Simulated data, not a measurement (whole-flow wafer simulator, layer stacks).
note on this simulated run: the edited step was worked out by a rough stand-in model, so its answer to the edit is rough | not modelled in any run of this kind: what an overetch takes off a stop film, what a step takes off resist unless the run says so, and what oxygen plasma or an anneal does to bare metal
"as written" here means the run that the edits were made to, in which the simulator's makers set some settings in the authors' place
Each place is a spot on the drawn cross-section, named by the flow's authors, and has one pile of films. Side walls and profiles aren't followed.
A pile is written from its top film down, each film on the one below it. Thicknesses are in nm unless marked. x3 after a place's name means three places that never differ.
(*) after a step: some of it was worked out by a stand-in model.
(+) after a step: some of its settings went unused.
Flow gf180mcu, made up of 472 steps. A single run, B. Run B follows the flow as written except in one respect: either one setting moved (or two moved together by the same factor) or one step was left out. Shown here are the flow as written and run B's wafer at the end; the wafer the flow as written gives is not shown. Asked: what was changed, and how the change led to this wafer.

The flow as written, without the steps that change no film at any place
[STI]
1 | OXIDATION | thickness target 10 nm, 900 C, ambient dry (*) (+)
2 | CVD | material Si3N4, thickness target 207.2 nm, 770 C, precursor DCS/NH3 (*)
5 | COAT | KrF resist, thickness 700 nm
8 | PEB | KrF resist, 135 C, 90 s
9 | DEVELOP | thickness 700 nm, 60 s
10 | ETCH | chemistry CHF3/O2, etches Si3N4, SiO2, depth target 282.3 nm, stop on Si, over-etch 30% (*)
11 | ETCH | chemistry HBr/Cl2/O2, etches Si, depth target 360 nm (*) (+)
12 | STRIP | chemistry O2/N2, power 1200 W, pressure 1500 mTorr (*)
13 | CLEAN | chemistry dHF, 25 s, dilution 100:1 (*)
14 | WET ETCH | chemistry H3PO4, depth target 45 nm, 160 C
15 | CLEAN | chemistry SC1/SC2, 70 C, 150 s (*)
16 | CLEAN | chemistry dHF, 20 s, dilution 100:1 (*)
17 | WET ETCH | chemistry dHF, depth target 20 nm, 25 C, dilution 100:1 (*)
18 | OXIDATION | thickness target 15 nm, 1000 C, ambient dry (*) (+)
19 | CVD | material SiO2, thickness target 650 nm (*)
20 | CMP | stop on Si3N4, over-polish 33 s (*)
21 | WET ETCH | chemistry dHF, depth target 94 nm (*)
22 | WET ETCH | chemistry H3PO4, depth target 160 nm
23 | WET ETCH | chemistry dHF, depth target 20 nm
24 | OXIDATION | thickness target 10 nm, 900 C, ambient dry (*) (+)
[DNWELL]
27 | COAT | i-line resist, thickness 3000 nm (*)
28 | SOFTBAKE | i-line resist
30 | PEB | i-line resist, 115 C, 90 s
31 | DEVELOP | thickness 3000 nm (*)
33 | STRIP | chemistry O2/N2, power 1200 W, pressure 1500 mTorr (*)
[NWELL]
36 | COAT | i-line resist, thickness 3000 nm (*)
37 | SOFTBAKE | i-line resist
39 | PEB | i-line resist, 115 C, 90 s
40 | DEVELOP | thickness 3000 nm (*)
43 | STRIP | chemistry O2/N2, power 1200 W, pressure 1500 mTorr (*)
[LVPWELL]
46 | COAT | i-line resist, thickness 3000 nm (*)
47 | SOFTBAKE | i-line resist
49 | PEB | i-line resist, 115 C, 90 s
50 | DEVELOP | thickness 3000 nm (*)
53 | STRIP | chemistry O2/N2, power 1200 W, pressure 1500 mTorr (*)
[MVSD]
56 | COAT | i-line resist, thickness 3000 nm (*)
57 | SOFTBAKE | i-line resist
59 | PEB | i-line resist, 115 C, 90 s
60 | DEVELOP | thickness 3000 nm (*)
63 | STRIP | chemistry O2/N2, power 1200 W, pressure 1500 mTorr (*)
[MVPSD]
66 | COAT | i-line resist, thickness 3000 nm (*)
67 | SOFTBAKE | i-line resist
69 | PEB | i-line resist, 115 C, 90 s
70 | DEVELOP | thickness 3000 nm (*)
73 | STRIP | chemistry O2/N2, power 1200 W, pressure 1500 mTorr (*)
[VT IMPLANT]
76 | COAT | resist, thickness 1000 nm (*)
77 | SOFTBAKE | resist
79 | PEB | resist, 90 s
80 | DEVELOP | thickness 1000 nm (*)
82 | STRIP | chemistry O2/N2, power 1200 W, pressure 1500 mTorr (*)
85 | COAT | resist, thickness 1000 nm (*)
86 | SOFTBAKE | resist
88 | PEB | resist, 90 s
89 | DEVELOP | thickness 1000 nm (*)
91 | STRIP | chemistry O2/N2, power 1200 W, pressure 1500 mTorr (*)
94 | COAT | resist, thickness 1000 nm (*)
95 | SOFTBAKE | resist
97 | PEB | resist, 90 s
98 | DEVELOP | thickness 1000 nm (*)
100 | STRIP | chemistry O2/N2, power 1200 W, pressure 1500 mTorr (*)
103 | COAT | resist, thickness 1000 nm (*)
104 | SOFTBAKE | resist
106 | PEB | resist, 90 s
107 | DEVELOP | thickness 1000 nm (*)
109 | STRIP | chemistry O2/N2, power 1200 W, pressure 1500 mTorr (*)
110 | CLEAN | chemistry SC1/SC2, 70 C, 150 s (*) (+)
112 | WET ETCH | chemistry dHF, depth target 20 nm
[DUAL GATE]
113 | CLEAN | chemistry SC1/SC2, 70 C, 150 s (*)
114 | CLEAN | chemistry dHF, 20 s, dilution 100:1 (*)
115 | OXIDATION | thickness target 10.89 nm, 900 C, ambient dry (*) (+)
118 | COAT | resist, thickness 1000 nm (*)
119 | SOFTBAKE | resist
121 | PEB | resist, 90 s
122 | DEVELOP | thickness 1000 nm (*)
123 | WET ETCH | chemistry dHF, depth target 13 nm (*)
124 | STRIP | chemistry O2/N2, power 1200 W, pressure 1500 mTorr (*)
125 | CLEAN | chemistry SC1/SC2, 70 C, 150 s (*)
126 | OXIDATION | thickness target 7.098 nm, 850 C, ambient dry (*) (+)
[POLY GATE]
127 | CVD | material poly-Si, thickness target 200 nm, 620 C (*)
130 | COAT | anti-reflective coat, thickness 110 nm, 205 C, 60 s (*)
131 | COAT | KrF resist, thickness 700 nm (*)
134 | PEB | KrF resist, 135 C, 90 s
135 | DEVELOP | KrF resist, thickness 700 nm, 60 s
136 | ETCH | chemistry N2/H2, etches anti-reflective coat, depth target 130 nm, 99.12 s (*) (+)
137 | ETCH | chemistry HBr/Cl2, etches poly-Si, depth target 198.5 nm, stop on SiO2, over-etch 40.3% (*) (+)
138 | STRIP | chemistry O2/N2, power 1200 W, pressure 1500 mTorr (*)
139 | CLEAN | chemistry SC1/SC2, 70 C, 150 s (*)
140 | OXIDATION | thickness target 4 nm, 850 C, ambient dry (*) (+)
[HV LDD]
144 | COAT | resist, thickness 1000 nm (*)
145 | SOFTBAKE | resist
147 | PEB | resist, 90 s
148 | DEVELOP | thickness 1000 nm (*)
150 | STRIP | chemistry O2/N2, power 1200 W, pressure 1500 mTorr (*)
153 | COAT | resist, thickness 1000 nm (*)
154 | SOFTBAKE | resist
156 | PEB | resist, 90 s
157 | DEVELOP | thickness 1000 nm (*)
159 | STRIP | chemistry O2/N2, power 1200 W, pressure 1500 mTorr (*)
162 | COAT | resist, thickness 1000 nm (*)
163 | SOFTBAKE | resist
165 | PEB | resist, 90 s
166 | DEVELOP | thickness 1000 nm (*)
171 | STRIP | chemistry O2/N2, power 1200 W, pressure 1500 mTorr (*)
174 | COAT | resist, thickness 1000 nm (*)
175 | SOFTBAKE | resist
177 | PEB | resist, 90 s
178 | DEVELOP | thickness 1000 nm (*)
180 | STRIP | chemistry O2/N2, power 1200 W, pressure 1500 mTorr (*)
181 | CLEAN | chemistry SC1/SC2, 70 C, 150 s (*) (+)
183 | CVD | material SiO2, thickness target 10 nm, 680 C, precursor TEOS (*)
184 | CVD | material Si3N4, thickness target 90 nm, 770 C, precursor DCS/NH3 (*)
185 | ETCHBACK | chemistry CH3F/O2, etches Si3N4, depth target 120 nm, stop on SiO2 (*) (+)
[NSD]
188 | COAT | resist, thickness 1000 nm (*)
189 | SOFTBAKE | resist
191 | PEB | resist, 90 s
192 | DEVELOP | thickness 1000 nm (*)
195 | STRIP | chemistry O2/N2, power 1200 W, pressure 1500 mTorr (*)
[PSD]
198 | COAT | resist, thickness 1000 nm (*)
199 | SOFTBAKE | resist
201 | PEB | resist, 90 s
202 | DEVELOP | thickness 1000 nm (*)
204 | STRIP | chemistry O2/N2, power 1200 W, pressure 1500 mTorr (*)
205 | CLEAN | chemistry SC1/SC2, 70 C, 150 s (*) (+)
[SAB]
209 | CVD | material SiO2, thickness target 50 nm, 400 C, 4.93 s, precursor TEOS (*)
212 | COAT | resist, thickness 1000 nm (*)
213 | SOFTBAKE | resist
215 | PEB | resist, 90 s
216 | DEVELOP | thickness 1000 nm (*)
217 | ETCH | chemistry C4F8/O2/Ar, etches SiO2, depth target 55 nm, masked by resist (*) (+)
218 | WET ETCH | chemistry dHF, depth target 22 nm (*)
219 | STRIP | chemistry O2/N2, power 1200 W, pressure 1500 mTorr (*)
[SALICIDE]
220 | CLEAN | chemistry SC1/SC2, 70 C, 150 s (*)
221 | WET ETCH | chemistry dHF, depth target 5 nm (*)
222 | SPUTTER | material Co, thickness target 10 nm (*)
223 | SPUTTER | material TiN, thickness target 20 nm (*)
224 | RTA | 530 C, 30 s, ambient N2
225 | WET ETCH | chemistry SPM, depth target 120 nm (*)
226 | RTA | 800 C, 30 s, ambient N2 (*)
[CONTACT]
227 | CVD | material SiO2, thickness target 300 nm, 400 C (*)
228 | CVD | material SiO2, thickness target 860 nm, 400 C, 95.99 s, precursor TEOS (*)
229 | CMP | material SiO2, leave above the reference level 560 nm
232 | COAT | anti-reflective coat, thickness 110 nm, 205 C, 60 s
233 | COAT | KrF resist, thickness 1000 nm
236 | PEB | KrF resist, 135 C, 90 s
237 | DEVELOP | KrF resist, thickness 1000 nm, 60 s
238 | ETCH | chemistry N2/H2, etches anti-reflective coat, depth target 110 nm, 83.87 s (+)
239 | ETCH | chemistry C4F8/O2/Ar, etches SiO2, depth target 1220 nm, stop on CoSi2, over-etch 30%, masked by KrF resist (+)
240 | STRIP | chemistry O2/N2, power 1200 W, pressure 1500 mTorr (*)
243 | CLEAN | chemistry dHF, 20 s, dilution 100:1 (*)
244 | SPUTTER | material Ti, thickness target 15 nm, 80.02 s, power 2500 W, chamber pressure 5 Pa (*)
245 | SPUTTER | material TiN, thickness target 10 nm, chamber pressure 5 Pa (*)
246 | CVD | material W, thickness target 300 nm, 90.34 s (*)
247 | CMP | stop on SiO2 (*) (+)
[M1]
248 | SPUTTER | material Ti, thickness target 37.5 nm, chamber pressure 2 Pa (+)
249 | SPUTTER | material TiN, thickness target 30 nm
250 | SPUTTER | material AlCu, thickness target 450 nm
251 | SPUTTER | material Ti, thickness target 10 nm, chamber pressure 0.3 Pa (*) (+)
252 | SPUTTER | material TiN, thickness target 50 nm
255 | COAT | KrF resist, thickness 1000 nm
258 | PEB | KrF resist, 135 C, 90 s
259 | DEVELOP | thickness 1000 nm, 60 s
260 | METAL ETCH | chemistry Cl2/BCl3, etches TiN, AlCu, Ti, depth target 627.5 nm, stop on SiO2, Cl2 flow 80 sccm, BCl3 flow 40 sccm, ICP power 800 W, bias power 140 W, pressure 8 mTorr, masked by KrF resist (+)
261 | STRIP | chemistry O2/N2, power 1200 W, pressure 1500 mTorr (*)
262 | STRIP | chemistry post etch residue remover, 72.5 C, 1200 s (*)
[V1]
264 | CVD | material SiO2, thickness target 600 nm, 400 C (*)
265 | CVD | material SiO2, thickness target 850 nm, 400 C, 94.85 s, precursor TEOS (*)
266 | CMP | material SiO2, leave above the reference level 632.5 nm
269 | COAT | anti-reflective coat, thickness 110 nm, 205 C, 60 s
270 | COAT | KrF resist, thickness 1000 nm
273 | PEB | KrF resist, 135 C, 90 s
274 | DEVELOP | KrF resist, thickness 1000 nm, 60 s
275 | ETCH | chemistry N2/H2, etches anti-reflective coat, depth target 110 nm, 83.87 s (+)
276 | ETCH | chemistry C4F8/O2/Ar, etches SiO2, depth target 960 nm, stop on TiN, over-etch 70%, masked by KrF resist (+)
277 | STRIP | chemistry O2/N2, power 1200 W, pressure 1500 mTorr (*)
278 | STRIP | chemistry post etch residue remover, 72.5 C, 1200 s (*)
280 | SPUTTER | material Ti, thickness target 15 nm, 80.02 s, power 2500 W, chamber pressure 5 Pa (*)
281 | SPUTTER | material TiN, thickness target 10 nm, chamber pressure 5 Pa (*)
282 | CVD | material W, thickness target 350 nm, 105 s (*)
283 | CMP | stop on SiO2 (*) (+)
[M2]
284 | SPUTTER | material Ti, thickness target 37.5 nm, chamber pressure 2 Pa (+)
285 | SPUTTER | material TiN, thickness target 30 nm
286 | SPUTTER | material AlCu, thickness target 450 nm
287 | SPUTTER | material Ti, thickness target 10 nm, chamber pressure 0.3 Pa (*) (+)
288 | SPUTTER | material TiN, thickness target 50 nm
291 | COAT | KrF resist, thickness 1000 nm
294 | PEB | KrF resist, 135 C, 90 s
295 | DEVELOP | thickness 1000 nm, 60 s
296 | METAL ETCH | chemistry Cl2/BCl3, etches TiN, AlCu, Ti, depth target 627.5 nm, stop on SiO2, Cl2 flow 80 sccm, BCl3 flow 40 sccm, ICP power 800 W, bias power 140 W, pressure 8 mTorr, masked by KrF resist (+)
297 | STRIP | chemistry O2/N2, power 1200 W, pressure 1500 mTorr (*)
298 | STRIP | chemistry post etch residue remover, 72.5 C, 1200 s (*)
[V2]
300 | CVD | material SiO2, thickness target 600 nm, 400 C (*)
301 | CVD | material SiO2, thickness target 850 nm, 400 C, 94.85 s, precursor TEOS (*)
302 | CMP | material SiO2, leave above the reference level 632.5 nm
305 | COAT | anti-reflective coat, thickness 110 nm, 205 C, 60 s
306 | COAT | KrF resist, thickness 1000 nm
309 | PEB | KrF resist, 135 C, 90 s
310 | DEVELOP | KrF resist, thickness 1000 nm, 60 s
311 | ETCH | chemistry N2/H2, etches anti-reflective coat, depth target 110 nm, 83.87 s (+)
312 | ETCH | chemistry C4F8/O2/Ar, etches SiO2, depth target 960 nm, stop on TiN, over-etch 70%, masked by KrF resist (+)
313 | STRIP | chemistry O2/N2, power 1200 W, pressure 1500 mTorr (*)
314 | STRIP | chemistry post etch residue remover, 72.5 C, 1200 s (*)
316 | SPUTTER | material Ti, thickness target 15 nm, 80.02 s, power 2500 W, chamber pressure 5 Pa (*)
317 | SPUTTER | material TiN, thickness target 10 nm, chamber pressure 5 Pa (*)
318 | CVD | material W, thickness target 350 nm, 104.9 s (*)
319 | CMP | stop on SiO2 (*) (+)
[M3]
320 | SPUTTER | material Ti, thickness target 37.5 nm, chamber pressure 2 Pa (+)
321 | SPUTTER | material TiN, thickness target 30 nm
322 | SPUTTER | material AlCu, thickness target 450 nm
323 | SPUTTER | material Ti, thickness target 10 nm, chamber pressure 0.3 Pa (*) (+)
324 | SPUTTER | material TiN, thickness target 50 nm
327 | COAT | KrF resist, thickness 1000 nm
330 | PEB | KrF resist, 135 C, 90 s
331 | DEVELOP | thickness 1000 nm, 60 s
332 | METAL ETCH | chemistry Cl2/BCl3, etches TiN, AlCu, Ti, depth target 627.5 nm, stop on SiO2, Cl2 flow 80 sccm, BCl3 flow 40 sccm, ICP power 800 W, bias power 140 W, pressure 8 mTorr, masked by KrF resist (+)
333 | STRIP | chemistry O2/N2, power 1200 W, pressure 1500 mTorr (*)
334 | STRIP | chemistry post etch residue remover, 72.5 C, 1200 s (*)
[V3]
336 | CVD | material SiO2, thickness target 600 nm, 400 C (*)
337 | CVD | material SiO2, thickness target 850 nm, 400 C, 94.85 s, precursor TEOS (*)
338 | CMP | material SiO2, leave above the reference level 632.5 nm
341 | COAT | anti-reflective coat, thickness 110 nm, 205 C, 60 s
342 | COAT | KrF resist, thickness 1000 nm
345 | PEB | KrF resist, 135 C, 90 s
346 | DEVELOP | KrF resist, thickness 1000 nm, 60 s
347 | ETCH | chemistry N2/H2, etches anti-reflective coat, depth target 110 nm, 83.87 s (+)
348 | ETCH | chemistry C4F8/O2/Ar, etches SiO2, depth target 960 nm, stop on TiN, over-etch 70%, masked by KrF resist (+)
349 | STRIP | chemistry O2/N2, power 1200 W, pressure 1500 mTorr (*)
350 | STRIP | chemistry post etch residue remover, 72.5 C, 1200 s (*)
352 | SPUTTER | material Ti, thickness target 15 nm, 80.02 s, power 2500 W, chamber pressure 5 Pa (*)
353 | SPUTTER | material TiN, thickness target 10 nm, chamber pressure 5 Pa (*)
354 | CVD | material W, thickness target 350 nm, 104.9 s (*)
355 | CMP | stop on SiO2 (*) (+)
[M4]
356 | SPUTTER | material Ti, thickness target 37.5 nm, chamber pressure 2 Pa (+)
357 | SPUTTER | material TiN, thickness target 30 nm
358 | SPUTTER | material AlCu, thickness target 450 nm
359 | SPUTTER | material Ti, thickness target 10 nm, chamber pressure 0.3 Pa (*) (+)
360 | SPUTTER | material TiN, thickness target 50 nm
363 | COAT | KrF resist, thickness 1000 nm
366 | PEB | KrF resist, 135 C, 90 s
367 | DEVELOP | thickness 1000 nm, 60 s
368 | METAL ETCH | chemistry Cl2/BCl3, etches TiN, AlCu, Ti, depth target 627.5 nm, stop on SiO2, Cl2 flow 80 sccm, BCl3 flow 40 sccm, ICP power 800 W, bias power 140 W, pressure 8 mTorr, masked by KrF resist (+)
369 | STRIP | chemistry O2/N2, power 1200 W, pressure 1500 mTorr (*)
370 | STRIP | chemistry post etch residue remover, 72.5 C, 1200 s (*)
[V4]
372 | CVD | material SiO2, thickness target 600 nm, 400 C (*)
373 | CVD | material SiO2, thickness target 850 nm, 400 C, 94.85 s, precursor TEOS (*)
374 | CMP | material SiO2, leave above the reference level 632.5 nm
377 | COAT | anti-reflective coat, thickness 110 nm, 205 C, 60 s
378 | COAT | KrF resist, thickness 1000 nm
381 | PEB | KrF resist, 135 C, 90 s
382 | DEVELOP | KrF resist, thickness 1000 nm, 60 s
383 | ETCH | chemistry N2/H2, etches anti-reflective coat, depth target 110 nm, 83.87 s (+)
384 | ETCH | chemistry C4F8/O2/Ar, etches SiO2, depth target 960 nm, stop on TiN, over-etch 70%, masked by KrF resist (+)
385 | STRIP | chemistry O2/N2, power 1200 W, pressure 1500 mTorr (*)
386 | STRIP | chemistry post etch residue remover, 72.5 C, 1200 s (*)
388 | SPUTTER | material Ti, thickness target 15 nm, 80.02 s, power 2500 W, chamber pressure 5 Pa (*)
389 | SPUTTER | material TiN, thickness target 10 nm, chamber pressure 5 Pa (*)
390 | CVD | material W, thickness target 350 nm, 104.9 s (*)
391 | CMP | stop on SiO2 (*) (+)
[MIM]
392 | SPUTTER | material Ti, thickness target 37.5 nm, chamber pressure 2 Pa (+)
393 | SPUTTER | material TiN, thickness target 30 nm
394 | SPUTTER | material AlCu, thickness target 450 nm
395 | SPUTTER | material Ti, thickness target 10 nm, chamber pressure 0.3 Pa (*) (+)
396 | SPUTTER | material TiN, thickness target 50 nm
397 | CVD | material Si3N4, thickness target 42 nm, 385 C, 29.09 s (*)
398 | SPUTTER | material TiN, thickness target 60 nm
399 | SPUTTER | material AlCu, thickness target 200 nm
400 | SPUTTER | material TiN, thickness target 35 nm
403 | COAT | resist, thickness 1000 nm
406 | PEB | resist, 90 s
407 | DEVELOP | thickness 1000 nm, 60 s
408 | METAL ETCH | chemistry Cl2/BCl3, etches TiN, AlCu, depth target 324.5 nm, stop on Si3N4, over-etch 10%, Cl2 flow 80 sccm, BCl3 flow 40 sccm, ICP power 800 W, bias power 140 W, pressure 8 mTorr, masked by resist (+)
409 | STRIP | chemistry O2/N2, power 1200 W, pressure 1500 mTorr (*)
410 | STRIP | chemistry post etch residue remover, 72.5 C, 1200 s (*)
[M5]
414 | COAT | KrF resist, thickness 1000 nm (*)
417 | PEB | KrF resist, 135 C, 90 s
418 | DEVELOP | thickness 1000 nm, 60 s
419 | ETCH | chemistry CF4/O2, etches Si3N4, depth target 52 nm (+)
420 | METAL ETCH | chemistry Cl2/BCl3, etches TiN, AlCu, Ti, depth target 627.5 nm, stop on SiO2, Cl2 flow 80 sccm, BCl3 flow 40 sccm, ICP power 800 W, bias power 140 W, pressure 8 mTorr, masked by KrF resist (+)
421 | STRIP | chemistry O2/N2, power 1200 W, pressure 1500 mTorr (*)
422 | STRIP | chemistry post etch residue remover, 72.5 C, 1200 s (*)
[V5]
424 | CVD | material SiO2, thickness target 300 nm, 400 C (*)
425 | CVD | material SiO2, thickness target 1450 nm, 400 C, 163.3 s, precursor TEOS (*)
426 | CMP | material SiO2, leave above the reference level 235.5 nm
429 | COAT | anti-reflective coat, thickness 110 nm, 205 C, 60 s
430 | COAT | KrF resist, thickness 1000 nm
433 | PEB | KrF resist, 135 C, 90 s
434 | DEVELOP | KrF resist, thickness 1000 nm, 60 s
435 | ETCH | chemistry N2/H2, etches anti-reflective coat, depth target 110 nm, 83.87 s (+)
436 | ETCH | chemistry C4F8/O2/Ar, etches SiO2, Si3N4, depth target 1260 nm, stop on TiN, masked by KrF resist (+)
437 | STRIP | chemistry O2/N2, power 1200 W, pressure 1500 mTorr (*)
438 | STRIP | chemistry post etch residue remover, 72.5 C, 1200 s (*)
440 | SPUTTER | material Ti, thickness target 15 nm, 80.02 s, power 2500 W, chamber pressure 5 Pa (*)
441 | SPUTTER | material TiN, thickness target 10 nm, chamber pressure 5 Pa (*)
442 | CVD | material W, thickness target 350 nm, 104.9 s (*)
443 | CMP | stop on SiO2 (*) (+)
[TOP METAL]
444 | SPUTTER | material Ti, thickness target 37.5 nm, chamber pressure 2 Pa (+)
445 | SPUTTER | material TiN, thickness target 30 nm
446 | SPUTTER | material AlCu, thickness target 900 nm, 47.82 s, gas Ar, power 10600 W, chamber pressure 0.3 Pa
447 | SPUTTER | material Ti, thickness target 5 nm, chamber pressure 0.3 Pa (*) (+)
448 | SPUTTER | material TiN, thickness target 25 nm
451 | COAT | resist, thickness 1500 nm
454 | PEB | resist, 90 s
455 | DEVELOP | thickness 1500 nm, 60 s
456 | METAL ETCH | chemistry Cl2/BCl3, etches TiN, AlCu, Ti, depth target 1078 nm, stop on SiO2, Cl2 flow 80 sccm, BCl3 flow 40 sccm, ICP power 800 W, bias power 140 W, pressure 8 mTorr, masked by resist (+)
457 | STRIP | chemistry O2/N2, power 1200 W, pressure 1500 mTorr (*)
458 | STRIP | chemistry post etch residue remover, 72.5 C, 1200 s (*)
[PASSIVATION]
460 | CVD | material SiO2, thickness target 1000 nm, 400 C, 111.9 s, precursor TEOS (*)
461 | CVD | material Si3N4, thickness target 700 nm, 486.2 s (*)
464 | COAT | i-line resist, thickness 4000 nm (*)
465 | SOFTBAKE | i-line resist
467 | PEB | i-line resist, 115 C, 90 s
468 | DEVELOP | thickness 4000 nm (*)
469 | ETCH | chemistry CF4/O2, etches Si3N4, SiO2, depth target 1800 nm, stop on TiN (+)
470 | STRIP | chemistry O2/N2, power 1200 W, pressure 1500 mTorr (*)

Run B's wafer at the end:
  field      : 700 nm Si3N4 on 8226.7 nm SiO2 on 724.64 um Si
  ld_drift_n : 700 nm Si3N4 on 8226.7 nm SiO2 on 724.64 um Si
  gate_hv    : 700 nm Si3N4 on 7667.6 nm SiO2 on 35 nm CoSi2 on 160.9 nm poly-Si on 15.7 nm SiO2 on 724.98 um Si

What caused this: step 115, OXIDATION: thickness target 12.52 nm was run, whereas the flow has thickness target 10.89 nm.

Step by step, how the change led to this:
  115 | OXIDATION | thickness target 10.89 nm, 900 C, ambient dry (*) (+)
      active, n_well, p_well and 40 more: SiO2 gains 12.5 (new film), Si loses 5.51 (in the flow as written it would be: SiO2 gains 10.9 (new film), Si loses 4.79)
  123 | WET ETCH | chemistry dHF, depth target 13 nm (*)
      active, n_well, p_well and 12 more: SiO2 loses 12.5 (all of it) (in the flow as written it would be: SiO2 loses 10.9 (all of it))
  189 | SOFTBAKE | resist
      field__w9: resist loses 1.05 (in the flow as written it would be: resist gains 1.85)
  199 | SOFTBAKE | resist
      field__w9: resist loses 1.05 (in the flow as written it would be: resist gains 1.85)
  218 | WET ETCH | chemistry dHF, depth target 22 nm (*)
      ldn_tap, ldn_src, ldn_drn, ldp_tap, ldp_src, ldp_drn, ldp_gr: SiO2 loses 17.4 (all of it) (in the flow as written it would be: SiO2 loses 16 (all of it))
      ld_drn_n, ld_sd_p: SiO2 loses 16.2 (all of it) (in the flow as written it would be: SiO2 loses 14.8 (all of it))
      (as well as at 5 more places)
